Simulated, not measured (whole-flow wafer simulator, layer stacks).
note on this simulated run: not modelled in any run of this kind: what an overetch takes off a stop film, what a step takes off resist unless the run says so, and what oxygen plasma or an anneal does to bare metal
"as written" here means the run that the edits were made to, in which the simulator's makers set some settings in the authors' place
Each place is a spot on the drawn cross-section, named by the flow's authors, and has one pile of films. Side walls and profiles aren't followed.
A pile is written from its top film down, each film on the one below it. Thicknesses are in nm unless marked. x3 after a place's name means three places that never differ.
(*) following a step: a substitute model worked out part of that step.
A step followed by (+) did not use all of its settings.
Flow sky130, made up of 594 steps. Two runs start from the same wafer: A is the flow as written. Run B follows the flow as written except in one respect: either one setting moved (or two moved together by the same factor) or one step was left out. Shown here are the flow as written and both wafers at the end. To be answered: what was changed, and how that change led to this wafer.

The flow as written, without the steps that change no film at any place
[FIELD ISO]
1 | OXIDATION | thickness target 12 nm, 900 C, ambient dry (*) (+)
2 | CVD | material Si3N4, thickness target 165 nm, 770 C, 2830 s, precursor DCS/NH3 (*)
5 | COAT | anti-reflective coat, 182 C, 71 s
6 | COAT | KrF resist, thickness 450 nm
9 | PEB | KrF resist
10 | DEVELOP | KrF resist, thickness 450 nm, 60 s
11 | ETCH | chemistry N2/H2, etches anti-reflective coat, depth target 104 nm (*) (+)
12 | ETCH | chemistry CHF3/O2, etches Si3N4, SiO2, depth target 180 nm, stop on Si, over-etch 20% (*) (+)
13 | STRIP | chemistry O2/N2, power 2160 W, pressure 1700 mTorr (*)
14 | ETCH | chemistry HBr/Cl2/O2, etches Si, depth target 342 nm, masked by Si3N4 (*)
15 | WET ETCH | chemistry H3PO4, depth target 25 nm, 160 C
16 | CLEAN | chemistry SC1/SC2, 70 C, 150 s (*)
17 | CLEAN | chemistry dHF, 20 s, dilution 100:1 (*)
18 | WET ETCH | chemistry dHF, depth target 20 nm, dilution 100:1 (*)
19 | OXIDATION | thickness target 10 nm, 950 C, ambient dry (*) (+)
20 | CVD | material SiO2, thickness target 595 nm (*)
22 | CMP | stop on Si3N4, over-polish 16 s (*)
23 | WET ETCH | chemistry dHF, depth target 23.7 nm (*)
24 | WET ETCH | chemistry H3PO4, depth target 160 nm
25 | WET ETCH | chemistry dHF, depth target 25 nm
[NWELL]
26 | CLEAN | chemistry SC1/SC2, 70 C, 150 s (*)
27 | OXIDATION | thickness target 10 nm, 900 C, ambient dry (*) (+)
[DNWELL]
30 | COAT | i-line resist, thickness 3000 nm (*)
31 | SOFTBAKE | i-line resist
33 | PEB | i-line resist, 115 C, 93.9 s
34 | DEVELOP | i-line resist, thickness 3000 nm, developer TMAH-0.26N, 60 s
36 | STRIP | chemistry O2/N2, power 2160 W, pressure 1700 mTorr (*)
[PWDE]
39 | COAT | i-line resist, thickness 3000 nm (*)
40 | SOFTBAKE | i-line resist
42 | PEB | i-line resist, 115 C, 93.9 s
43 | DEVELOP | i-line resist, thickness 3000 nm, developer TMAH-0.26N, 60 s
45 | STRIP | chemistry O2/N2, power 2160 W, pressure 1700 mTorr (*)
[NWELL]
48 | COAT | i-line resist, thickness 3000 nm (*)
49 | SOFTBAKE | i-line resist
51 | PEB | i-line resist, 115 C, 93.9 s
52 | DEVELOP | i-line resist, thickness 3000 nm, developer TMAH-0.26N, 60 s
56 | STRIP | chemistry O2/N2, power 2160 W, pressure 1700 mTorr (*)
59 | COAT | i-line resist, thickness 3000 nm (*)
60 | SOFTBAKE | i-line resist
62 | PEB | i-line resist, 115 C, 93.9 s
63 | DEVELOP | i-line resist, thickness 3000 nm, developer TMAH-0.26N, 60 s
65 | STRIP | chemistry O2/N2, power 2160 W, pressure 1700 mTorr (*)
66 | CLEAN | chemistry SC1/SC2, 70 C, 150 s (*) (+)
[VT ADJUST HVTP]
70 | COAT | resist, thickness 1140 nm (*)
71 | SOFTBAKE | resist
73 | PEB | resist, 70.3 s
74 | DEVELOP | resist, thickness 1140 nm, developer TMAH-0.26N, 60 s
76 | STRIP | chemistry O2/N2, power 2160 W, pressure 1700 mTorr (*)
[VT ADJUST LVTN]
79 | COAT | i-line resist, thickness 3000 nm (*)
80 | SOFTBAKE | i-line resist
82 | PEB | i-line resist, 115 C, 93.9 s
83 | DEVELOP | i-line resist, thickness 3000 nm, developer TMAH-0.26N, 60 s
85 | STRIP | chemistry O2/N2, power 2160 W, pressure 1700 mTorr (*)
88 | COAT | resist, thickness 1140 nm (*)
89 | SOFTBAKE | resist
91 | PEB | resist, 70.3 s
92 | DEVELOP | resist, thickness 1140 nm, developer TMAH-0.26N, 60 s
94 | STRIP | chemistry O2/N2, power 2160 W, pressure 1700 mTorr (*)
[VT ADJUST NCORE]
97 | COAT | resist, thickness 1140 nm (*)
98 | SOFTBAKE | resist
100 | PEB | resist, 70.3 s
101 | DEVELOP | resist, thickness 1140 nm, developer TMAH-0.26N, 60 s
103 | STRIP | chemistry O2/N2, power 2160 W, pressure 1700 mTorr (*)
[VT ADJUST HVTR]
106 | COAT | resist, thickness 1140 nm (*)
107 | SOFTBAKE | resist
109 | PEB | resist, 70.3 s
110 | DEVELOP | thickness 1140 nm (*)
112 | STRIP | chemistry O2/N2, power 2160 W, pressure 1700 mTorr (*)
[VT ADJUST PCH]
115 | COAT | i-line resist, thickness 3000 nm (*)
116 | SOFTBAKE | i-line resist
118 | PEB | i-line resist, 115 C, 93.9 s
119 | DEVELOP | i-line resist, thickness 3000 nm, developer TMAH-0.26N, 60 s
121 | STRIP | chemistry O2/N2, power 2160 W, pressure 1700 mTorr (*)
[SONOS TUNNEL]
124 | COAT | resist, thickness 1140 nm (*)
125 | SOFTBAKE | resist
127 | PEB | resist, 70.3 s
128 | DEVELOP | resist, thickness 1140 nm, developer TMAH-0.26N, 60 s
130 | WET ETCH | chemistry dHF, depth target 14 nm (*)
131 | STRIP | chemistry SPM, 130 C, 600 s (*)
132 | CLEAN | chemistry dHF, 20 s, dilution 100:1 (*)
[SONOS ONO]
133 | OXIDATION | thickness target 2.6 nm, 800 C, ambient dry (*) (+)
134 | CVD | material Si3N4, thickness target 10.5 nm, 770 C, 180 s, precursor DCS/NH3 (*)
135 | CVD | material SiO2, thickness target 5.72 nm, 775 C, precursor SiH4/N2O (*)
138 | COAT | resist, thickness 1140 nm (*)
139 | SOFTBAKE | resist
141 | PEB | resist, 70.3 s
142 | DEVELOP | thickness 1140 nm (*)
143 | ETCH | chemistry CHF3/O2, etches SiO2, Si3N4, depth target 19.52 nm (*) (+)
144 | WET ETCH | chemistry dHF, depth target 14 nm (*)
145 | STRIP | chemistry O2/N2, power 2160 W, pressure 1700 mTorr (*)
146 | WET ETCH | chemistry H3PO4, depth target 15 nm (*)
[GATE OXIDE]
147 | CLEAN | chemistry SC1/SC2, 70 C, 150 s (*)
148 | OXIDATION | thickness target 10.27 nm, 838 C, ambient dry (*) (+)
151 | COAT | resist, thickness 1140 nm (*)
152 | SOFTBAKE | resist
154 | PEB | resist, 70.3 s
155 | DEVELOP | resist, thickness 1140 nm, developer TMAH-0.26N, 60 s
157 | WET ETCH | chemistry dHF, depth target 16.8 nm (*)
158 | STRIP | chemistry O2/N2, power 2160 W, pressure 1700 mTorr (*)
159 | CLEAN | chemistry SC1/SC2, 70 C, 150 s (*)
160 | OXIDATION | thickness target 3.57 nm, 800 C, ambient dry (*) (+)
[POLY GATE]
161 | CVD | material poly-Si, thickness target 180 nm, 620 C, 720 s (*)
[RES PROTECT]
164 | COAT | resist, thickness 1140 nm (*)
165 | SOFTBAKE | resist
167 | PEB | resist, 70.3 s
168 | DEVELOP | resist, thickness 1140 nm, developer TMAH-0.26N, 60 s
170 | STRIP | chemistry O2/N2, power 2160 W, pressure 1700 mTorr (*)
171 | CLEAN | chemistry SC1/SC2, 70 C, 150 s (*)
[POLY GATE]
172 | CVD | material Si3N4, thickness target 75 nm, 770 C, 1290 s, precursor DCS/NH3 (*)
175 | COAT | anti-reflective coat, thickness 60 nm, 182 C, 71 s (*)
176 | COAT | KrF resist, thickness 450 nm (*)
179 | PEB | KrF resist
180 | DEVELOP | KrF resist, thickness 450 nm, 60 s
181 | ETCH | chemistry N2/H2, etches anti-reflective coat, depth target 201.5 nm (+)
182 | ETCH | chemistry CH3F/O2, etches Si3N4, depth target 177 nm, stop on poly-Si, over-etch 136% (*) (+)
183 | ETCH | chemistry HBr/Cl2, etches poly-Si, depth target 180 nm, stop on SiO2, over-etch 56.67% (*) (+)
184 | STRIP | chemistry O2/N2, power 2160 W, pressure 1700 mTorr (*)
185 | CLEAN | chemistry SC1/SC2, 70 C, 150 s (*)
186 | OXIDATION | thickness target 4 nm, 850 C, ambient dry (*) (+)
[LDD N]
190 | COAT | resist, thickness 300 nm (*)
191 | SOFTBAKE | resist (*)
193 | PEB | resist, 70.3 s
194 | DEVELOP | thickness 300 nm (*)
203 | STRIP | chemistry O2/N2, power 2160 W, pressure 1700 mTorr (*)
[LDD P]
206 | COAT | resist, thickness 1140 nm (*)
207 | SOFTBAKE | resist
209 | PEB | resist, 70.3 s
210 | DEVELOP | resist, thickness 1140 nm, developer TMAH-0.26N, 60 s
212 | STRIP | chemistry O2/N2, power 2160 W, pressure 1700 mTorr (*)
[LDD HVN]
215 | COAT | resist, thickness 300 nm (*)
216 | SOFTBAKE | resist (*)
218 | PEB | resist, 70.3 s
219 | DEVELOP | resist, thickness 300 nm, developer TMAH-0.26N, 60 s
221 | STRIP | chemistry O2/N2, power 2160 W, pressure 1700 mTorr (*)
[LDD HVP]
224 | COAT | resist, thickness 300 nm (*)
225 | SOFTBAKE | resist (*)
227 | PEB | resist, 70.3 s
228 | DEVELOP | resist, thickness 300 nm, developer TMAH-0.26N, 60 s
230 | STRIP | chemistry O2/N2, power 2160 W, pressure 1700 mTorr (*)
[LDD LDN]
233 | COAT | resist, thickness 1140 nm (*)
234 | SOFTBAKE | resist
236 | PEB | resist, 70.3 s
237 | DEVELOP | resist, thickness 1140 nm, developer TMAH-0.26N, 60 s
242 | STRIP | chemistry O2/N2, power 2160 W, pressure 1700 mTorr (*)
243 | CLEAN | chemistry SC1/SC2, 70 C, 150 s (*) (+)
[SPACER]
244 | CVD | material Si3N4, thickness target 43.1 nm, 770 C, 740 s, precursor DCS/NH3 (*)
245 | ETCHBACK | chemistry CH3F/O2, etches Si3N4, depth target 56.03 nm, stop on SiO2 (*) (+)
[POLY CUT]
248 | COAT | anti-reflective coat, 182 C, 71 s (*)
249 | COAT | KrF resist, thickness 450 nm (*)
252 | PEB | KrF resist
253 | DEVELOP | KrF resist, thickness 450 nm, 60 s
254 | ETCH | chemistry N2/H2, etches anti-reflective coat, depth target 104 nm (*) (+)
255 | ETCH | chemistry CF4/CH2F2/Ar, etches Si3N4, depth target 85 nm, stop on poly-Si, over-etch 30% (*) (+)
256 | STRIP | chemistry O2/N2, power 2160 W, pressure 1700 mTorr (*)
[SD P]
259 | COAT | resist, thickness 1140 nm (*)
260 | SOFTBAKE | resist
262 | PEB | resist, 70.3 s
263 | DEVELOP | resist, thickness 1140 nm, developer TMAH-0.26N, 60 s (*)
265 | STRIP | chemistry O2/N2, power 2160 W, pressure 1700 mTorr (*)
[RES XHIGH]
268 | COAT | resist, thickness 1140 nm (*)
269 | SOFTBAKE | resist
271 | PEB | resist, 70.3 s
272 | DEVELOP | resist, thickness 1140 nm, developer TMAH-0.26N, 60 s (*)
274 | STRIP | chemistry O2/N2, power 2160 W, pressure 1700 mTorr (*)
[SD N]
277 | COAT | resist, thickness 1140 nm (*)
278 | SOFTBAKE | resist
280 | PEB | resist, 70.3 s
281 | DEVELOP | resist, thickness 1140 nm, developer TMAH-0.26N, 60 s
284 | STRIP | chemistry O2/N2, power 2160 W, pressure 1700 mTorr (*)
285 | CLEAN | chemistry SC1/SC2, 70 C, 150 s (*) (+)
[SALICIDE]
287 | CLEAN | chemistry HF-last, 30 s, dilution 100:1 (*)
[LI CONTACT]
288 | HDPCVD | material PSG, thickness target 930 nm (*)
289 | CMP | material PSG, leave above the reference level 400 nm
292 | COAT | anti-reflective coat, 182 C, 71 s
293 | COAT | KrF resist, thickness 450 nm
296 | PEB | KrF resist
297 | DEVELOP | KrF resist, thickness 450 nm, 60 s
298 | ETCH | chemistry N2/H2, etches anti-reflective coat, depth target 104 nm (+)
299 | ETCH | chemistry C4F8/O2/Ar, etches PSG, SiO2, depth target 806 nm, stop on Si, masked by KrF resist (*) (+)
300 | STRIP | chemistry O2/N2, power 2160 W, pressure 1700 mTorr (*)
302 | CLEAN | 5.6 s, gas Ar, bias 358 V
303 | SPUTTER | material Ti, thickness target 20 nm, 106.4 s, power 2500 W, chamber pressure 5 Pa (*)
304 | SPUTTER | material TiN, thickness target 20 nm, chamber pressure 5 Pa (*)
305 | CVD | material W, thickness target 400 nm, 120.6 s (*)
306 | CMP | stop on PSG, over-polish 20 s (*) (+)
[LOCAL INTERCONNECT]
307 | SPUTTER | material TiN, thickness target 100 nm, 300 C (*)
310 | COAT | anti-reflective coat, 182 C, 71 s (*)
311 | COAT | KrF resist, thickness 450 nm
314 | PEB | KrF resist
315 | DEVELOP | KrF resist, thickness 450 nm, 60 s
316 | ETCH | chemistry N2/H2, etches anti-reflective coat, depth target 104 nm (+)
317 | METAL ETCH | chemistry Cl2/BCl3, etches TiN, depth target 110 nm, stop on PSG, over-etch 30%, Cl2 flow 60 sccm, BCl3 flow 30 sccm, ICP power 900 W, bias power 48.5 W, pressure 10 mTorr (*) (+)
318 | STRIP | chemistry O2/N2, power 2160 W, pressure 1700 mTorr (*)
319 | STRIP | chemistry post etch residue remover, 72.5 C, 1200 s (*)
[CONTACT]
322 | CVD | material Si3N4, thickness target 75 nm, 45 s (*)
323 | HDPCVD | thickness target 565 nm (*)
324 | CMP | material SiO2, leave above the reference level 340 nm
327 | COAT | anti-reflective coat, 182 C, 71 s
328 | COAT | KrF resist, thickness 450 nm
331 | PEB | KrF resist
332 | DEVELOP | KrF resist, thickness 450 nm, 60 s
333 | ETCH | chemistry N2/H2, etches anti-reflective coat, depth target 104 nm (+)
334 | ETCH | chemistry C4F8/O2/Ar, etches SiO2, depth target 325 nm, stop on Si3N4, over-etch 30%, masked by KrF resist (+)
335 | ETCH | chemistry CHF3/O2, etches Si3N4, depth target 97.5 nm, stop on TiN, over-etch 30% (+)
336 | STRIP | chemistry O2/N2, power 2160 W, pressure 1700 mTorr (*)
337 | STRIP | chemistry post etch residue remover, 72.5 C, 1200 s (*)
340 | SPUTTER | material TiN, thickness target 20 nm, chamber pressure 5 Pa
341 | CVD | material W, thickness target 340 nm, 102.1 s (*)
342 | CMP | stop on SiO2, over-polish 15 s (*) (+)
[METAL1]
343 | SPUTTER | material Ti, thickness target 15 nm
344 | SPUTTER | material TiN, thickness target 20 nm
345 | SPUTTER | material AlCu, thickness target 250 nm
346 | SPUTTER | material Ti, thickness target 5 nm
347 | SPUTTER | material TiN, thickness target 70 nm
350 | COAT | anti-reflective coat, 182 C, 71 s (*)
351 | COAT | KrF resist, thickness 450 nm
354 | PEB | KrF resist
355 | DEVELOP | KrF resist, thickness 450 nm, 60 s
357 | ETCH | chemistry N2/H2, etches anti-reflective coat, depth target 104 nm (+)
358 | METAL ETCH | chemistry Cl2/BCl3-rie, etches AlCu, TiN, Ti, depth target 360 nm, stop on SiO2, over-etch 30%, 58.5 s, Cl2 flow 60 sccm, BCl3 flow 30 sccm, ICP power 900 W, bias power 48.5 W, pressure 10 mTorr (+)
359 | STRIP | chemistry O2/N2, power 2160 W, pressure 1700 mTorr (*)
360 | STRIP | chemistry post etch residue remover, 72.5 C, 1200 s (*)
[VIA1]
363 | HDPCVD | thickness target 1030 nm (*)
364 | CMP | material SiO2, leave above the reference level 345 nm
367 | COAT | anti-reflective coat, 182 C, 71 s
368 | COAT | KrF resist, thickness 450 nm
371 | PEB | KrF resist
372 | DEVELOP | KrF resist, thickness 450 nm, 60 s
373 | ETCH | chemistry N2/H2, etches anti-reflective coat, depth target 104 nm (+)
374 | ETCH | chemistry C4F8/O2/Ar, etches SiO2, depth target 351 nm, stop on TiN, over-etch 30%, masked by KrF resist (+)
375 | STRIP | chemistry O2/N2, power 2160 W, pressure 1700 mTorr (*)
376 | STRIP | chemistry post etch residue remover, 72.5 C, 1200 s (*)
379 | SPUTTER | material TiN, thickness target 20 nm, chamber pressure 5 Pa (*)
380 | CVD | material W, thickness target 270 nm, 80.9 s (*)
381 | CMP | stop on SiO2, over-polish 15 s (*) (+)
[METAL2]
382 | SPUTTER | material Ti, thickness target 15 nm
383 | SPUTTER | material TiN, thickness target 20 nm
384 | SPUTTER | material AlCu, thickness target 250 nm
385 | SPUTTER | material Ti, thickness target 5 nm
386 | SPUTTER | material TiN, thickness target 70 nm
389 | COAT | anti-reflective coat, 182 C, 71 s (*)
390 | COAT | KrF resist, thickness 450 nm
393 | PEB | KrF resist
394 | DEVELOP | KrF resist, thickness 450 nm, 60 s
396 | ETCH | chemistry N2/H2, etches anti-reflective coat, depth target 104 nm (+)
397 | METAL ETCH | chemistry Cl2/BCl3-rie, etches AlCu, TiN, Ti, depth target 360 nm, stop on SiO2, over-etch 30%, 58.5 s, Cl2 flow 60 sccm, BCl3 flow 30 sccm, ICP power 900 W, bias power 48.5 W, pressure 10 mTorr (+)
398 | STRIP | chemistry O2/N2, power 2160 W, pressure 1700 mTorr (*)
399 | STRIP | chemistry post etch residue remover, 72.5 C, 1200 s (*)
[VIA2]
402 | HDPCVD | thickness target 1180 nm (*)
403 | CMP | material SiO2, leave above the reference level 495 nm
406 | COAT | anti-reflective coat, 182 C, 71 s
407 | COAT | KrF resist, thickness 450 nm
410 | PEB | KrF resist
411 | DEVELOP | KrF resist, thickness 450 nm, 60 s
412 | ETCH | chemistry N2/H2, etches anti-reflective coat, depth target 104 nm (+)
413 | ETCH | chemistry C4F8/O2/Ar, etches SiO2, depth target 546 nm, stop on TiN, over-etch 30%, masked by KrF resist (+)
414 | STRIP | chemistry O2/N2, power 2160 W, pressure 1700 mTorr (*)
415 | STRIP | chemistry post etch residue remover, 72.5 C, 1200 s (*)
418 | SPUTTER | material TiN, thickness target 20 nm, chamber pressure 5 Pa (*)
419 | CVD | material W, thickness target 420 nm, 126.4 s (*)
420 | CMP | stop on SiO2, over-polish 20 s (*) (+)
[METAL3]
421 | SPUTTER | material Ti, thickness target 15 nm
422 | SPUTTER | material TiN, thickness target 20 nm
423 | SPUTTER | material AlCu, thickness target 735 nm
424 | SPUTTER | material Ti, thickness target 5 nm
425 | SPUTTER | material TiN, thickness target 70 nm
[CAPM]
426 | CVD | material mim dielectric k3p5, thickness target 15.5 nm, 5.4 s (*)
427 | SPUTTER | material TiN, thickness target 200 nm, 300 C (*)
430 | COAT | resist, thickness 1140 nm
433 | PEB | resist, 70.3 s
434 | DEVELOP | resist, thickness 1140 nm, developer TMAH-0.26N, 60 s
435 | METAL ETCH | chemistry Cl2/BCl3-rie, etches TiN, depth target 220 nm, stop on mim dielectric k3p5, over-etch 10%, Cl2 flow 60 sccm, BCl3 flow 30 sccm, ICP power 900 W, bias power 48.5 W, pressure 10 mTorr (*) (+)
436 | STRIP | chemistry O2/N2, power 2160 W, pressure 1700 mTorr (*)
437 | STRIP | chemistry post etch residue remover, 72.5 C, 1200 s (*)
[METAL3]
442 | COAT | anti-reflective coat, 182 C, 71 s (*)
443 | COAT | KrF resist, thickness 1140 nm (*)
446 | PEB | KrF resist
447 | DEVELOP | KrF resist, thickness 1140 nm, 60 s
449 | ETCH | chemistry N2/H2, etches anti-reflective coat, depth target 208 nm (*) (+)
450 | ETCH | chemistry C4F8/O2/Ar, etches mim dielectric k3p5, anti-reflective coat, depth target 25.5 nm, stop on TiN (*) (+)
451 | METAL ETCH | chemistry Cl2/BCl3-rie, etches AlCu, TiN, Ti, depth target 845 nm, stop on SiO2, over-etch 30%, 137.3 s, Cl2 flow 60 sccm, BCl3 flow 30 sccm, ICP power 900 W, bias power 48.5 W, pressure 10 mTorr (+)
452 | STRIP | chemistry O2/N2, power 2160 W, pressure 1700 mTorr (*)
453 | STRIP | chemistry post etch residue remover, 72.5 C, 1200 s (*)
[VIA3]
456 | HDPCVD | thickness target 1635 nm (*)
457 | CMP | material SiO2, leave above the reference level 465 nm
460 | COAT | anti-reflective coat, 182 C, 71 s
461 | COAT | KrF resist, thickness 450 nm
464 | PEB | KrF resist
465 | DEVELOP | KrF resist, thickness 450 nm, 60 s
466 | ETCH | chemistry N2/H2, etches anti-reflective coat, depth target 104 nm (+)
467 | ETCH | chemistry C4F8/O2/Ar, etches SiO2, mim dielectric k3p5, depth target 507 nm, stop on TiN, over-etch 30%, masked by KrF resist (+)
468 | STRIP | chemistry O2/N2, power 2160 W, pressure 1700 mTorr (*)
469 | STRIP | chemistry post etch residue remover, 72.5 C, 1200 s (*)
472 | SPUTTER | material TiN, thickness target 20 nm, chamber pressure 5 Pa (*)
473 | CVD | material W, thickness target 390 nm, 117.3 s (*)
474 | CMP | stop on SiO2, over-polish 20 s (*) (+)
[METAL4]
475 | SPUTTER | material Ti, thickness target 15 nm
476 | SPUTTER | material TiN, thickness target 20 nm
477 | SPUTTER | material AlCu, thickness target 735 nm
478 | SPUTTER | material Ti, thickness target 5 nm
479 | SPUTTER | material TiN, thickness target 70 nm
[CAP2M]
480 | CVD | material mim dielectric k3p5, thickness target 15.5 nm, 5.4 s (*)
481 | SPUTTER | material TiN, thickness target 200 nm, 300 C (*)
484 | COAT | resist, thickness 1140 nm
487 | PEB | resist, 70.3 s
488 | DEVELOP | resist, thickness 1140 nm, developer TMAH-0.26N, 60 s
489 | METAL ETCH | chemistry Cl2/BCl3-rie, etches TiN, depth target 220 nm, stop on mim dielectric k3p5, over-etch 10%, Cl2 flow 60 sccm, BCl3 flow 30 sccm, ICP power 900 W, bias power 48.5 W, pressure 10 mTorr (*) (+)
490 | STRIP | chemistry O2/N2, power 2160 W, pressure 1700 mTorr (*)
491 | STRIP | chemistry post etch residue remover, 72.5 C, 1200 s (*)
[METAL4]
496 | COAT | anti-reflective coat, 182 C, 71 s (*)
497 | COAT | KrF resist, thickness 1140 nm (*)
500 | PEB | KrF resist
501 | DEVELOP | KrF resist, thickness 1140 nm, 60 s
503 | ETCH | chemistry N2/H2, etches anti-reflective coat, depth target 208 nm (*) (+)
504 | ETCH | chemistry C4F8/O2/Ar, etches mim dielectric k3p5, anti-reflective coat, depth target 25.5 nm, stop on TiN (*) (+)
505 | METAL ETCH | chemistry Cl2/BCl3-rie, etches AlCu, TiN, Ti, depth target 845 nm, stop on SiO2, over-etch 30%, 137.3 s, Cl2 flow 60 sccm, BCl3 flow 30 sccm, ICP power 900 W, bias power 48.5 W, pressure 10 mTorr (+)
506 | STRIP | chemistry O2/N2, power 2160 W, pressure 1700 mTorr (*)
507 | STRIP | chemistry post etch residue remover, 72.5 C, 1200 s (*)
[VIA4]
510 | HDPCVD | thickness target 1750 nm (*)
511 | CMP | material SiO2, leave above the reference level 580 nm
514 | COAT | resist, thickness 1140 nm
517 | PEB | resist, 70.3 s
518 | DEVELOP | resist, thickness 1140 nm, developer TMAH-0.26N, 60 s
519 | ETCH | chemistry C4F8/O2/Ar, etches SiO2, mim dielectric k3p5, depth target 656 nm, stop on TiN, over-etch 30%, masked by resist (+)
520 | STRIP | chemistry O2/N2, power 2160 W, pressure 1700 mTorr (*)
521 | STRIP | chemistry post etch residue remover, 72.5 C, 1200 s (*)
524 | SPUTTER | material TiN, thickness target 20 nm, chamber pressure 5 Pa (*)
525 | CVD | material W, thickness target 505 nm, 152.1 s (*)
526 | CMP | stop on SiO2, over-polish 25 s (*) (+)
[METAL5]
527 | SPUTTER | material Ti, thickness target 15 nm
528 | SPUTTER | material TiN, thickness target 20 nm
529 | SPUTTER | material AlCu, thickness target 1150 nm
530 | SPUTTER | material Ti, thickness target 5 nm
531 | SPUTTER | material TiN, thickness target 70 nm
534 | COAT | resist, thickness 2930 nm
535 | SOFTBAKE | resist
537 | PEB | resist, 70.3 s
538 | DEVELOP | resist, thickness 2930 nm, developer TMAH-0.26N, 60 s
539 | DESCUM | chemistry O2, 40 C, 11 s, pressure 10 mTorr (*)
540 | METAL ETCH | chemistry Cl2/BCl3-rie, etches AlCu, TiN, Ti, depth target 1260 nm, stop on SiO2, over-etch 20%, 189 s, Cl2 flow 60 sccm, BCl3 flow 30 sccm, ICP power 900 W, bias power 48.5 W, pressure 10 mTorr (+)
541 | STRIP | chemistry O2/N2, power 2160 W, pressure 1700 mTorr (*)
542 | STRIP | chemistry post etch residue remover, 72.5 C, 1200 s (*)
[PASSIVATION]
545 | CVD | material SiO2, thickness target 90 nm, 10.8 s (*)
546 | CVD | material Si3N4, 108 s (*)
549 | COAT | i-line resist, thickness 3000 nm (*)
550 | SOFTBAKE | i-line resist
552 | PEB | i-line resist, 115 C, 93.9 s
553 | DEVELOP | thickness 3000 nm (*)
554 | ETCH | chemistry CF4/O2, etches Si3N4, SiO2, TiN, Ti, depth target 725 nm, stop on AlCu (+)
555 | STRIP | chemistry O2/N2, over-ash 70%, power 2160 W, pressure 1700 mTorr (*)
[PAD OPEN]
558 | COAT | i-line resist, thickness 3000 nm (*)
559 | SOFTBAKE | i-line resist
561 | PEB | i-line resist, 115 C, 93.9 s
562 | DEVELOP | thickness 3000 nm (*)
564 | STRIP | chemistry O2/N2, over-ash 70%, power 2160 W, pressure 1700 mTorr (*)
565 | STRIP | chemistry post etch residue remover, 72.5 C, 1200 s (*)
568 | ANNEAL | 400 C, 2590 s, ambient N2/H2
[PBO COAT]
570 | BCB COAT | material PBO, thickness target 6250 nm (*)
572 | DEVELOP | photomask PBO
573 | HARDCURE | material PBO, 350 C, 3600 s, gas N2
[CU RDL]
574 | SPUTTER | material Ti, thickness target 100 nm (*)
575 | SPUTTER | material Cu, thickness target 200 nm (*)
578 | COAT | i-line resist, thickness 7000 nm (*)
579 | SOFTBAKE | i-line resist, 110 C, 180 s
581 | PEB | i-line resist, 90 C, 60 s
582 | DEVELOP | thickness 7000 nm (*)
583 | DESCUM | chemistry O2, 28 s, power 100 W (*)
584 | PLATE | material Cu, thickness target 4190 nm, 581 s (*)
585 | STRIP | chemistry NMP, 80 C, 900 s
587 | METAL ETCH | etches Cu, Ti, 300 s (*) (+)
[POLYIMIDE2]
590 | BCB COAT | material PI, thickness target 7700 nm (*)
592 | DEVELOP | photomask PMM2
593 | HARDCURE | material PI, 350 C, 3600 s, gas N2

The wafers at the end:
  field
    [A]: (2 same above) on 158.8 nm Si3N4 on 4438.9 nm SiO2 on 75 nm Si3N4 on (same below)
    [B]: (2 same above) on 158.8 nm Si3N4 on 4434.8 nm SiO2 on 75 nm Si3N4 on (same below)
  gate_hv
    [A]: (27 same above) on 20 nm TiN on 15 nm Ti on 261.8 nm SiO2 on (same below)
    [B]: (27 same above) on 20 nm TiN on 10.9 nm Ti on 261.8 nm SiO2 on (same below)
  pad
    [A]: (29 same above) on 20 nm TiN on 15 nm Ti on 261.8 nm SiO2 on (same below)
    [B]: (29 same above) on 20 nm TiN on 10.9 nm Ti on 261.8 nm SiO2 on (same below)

Cause: step 343, SPUTTER: thickness target 10.9 nm was run, though the flow has thickness target 15 nm.
One can read it off the wafer: gate_hv has Ti 10.9, and step 343 as written asks for 15 nm.

The path from the change to this, step by step:
  343 | SPUTTER | material Ti, thickness target 15 nm
      field, active, n_well and 188 more: A +15 Ti (new film) | B +10.9 Ti (new film)
  358 | METAL ETCH | chemistry Cl2/BCl3-rie, etches AlCu, TiN, Ti, depth target 360 nm, stop on SiO2, over-etch 30%, 58.5 s, Cl2 flow 60 sccm, BCl3 flow 30 sccm, ICP power 900 W, bias power 48.5 W, pressure 10 mTorr (+)
      field, active, gate and 81 more: A -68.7 TiN (all of it), -5 Ti (all of it), -250 AlCu (all of it), -20 TiN (all of it), -15 Ti (all of it), -10.9 SiO2 | B -68.7 TiN (all of it), -5 Ti (all of it), -250 AlCu (all of it), -20 TiN (all of it), -10.9 Ti (all of it), -11.3 SiO2
